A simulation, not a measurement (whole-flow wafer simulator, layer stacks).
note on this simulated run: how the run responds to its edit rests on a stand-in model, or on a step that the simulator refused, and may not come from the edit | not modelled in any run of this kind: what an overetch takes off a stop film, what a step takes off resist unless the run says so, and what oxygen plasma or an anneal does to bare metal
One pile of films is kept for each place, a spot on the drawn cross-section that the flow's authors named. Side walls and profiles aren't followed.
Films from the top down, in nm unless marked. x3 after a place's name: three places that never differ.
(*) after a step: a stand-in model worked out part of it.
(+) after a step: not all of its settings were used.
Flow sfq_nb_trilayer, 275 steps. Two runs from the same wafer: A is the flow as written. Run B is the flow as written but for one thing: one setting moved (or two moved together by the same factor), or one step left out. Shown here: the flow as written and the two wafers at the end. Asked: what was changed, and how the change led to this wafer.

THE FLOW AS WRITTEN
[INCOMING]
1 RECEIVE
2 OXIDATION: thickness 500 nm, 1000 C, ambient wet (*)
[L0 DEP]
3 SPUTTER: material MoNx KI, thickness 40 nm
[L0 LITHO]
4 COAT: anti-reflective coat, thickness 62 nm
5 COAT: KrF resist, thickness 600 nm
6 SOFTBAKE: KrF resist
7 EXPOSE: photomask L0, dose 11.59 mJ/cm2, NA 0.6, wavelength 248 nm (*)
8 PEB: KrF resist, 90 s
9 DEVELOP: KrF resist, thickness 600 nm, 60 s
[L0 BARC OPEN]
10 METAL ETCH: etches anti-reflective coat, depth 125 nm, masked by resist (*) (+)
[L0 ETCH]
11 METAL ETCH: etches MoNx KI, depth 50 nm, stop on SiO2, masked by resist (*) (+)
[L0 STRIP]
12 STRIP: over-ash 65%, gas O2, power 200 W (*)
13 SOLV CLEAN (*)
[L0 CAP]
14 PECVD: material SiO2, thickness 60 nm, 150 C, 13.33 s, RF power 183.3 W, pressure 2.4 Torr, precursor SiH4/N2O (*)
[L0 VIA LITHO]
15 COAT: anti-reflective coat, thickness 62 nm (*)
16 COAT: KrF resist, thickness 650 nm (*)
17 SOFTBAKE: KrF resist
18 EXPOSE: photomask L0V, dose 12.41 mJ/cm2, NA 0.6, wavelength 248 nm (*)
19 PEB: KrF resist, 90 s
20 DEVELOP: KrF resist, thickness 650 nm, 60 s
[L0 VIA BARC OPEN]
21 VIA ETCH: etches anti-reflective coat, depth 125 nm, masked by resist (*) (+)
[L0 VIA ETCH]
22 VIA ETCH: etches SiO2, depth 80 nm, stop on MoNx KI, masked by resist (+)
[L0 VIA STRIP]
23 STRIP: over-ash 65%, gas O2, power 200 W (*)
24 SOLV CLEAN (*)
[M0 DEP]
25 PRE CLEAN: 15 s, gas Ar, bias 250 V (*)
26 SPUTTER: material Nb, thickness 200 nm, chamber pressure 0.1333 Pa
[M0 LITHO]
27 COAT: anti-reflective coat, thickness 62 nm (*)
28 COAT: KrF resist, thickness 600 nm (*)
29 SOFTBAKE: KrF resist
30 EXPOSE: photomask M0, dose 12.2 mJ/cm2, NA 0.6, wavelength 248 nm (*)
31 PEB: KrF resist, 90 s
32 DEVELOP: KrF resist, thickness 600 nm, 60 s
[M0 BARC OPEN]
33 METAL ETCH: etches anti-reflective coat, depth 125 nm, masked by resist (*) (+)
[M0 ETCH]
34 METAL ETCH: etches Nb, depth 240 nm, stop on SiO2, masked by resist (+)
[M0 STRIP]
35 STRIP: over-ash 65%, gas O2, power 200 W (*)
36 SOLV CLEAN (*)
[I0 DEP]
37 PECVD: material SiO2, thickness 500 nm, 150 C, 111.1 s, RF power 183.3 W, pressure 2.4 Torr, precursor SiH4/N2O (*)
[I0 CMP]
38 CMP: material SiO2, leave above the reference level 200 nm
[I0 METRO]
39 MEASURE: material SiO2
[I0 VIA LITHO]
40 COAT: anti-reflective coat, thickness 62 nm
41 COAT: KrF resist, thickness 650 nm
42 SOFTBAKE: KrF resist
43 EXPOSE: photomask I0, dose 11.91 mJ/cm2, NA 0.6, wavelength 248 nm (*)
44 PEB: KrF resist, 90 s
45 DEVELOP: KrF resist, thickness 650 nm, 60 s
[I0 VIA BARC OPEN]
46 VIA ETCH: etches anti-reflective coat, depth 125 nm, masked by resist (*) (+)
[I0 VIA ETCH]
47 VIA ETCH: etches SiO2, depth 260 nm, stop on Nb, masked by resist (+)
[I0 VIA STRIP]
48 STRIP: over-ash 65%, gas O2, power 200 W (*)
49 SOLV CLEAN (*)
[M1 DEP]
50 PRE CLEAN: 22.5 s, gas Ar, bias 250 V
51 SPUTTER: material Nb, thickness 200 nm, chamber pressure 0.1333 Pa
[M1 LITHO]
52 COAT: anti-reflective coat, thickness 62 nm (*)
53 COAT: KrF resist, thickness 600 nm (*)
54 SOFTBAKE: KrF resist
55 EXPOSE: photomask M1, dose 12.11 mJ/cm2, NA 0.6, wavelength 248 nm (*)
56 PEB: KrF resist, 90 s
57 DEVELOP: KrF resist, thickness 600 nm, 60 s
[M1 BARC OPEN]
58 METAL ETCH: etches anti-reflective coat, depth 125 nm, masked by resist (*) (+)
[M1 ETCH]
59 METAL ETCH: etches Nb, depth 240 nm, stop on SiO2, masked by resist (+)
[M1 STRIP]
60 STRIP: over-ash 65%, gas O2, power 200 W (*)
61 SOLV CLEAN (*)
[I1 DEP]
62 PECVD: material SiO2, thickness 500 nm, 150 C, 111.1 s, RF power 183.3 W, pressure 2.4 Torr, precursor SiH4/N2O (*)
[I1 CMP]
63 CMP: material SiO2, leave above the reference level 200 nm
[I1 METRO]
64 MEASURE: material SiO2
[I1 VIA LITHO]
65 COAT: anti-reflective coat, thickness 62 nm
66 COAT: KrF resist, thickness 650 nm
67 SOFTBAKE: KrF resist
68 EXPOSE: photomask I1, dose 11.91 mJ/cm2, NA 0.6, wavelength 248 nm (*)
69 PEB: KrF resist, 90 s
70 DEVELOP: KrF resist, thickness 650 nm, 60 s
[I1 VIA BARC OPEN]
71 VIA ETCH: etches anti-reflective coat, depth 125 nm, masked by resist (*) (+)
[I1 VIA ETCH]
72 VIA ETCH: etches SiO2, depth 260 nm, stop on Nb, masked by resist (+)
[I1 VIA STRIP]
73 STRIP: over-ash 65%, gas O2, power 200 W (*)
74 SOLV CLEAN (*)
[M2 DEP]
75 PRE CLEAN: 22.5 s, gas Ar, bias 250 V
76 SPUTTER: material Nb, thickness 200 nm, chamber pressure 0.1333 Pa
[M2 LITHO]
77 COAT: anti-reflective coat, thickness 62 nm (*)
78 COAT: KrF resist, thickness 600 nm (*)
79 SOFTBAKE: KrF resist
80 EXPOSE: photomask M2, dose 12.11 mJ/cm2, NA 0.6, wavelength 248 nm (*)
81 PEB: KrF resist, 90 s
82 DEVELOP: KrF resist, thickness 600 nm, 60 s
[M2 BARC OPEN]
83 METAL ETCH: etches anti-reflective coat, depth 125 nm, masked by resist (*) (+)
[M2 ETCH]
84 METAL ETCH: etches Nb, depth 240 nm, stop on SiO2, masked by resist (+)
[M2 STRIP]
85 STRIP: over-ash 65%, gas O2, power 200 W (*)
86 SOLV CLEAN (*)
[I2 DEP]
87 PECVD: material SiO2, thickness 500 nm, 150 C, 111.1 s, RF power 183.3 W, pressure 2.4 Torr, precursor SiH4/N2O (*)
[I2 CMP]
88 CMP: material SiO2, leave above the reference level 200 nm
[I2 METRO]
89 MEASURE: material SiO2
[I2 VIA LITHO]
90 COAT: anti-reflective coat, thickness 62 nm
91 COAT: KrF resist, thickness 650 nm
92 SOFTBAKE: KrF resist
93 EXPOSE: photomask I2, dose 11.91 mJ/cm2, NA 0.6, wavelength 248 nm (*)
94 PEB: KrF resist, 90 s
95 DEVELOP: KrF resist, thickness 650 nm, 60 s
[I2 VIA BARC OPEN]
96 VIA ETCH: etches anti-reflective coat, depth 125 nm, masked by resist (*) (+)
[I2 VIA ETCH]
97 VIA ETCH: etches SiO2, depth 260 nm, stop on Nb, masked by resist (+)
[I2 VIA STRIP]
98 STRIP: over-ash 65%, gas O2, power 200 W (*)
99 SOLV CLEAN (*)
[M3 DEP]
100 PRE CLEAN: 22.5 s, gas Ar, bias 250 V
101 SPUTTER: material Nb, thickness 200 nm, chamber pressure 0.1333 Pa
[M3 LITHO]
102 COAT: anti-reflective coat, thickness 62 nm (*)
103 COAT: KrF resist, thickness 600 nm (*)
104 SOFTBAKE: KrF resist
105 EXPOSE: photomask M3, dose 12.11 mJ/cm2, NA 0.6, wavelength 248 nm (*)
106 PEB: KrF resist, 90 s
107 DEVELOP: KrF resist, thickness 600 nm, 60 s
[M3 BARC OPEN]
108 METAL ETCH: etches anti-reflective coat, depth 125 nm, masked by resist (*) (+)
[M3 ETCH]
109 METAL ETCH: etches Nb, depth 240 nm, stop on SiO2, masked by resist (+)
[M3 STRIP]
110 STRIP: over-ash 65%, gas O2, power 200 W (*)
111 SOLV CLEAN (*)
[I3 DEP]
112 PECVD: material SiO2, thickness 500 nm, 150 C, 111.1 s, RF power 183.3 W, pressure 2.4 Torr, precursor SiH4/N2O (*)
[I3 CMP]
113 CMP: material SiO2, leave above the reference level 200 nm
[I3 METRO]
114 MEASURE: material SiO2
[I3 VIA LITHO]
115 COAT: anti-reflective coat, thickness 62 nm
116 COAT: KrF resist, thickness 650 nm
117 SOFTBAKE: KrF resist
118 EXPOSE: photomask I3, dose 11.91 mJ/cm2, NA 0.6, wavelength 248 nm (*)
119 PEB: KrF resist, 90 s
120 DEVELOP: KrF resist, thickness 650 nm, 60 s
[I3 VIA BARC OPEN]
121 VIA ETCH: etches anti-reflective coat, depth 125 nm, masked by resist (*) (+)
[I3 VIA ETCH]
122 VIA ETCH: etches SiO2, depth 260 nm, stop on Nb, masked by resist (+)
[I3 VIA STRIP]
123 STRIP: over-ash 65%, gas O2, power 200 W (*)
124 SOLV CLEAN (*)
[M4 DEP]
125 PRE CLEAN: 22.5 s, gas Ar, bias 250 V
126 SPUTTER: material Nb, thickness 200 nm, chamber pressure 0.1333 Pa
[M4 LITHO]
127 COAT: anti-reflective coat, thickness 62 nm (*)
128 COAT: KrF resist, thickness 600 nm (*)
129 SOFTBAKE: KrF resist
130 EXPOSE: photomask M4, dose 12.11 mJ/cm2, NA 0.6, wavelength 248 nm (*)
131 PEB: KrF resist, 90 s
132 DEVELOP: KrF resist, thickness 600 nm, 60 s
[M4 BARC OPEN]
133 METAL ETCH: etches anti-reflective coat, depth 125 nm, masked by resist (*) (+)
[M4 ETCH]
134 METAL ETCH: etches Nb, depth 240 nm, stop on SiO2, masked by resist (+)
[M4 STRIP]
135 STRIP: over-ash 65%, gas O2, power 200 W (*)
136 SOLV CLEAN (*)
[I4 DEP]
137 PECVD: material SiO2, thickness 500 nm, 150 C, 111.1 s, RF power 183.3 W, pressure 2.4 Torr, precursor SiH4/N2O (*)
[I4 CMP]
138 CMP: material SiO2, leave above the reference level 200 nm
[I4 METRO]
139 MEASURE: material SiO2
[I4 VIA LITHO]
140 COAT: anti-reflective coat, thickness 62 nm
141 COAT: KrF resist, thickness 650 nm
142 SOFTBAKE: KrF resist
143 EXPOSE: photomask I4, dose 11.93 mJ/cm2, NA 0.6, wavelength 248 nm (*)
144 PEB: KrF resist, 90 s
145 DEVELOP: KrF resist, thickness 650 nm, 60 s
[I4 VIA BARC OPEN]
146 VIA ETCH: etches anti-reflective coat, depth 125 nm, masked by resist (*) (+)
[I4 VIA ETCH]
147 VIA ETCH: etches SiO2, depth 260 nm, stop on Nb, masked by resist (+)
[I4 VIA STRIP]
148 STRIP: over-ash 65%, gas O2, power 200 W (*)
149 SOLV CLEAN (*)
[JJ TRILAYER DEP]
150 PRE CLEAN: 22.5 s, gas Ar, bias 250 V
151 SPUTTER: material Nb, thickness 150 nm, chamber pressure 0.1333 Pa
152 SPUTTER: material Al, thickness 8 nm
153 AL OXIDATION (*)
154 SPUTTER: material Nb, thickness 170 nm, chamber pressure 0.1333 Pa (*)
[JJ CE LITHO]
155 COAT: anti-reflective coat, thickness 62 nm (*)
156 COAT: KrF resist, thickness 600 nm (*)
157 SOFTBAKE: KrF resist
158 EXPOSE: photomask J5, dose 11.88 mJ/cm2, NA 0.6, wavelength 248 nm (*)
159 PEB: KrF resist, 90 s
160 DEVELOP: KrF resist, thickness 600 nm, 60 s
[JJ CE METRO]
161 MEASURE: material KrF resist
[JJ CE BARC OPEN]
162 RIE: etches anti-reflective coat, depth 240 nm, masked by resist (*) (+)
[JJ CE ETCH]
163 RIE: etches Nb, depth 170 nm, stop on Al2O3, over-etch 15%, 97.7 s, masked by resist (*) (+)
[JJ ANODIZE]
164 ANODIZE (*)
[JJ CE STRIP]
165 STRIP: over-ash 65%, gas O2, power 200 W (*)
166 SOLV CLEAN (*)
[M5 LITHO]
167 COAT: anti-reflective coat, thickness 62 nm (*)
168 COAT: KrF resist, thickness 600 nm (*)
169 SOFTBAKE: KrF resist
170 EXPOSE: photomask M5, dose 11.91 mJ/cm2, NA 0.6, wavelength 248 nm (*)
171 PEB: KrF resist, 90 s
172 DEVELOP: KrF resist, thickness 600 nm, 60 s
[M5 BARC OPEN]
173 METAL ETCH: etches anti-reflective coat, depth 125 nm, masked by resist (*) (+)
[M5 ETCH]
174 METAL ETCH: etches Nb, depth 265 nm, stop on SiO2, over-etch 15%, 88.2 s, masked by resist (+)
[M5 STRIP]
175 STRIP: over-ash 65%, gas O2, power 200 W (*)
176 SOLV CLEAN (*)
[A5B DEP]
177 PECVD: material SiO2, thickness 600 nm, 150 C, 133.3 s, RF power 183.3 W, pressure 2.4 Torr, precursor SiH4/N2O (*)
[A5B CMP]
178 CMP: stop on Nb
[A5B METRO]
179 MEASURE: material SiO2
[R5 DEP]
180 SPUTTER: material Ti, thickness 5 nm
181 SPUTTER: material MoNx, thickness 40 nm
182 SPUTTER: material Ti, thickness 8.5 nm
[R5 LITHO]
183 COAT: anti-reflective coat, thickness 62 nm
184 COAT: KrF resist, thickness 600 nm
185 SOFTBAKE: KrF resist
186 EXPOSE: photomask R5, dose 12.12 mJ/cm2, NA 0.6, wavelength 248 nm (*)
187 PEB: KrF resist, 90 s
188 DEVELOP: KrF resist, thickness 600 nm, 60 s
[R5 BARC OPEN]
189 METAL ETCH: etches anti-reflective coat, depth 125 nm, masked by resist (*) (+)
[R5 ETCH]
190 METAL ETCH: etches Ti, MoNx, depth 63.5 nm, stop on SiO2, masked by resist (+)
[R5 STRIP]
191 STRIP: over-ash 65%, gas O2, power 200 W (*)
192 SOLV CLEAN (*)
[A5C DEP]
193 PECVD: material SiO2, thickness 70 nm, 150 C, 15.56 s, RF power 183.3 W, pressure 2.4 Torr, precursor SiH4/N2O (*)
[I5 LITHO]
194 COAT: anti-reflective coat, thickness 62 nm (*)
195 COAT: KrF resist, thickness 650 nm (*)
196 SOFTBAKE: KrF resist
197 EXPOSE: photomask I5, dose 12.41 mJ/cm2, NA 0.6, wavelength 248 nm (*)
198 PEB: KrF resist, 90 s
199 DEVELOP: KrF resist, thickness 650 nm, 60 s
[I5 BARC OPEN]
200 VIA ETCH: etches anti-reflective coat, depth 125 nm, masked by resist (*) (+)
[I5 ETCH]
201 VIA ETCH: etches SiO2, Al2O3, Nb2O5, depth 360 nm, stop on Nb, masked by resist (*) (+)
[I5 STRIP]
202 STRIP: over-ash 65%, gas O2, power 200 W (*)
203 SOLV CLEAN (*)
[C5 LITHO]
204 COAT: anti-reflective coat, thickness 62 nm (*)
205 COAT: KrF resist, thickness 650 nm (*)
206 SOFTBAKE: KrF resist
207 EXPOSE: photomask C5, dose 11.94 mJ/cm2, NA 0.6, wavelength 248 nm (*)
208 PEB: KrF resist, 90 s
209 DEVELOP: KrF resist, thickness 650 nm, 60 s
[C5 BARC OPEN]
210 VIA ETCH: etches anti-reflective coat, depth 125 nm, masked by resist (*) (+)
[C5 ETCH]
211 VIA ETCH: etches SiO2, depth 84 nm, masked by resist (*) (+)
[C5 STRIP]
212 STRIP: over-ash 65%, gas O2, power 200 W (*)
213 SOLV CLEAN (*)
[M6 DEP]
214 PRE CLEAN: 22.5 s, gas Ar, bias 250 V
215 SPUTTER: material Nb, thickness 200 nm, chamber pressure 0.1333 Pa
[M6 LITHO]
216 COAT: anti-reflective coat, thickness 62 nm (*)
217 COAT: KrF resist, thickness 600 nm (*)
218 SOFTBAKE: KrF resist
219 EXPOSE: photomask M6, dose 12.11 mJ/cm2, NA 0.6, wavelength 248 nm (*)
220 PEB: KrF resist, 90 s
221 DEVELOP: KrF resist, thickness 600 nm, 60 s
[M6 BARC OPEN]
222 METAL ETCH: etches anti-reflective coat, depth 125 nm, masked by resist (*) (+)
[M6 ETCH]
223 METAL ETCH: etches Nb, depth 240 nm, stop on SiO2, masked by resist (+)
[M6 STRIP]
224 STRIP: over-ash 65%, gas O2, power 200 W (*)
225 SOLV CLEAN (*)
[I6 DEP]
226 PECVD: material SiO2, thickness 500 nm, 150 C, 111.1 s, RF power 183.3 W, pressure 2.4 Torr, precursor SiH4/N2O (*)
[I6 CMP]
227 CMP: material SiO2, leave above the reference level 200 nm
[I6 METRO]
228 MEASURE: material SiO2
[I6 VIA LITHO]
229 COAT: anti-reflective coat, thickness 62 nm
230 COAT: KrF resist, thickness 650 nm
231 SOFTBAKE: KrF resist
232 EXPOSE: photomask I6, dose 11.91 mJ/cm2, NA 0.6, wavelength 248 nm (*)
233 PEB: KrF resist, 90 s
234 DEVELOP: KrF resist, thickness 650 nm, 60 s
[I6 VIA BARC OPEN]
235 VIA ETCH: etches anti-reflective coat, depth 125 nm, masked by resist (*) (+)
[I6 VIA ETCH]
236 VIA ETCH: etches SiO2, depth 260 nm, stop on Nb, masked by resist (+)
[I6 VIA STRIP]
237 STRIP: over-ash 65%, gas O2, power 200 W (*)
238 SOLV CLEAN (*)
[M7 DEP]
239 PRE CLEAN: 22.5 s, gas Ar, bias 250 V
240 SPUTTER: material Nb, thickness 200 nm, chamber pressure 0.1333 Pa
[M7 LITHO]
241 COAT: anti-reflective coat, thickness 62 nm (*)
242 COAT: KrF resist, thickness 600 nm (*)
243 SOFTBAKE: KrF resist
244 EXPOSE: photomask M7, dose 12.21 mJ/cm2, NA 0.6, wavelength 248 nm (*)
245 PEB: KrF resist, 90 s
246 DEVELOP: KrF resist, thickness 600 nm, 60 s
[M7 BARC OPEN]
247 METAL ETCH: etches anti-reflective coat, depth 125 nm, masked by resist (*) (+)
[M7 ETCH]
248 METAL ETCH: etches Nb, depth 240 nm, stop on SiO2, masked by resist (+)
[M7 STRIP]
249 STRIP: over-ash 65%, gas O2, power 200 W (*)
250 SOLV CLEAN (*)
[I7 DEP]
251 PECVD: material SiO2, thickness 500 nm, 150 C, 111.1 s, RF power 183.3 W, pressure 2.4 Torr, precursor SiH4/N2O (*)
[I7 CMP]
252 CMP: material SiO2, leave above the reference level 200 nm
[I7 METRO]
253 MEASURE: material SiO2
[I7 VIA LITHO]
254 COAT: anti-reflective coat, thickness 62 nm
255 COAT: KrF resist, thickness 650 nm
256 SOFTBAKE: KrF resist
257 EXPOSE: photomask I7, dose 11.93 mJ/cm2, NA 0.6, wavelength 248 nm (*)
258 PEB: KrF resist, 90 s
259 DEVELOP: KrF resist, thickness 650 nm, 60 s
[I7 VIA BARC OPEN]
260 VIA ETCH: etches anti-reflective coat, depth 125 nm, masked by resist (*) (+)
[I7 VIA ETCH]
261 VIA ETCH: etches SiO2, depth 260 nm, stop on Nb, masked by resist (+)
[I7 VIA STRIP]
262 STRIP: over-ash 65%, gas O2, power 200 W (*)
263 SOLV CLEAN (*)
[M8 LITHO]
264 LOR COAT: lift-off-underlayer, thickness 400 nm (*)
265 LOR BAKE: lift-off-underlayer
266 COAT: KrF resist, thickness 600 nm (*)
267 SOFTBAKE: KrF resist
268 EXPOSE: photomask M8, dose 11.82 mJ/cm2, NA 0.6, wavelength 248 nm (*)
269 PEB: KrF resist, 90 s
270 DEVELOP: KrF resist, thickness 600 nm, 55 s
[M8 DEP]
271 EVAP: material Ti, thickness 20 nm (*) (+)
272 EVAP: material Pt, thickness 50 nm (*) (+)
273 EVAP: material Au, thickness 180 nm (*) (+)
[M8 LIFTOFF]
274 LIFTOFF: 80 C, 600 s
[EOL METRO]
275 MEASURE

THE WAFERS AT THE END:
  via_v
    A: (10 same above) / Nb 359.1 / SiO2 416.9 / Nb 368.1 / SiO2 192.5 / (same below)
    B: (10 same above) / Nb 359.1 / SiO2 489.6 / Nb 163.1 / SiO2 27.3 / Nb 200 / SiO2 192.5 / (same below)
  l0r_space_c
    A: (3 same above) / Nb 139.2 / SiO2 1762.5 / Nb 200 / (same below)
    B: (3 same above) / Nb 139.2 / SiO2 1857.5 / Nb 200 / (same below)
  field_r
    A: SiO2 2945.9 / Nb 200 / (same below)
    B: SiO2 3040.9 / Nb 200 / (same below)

The cause: step 63, CMP: leave above the reference level 295 nm was run, where the flow has leave above the reference level 200 nm.

How the change led to this, step by step:
  63 CMP: material SiO2, leave above the reference level 200 nm
      lsp_m, ln_m6, lsp_r, l0_sur, l0v: A SiO2 -94.9 | B nothing
      field_l, be, be_sur and 72 more: A SiO2 -100 | B SiO2 -5
      (and at 26 more places)
  72 VIA ETCH: etches SiO2, depth 260 nm, stop on Nb, masked by resist (+)
      via_v: A SiO2 -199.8 (all of it) | B SiO2 -260
  75 PRE CLEAN: 22.5 s, gas Ar, bias 250 V
      via_v: A Nb -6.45 | B SiO2 -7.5
  76 SPUTTER: material Nb, thickness 200 nm, chamber pressure 0.1333 Pa
      via_v: A Nb +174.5 | B Nb +163.1 (new film)
  77 COAT: anti-reflective coat, thickness 62 nm (*)
      via_sp: A anti-reflective coat +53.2 (new film) | B anti-reflective coat +51.9 (new film)
      via_v: A anti-reflective coat +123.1 (new film) | B anti-reflective coat +136.1 (new film)
      (and at 1 more place)
  78 COAT: KrF resist, thickness 600 nm (*)
      via_v: A KrF resist +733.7 (new film) | B KrF resist +783.4 (new film)
  85 STRIP: over-ash 65%, gas O2, power 200 W (*)
      via_sp: A KrF resist -374.4 (all of it), anti-reflective coat -53.2 (all of it) | B KrF resist -370.4 (all of it), anti-reflective coat -51.9 (all of it)
      via_v: A KrF resist -515.8 (all of it), anti-reflective coat -123.1 (all of it) | B KrF resist -565.3 (all of it), anti-reflective coat -136.1 (all of it)
      (and at 1 more place)
  87 PECVD: material SiO2, thickness 500 nm, 150 C, 111.1 s, RF power 183.3 W, pressure 2.4 Torr, precursor SiH4/N2O (*)
      via_v: A SiO2 +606 (new film) | B SiO2 +678.7 (new film)
Counting metal films that touch as one body, via_v has 7 bodies (between them, from the top down: SiO2 437.8; SiO2 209 / Al2O3 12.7 / Nb2O5 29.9; SiO2 425.9; SiO2 489.6; SiO2 27.3; SiO2 192.5); the flow as written gives 6 bodies (between them, from the top down: SiO2 437.8; SiO2 209 / Al2O3 12.7 / Nb2O5 29.9; SiO2 425.9; SiO2 416.9; SiO2 192.5).
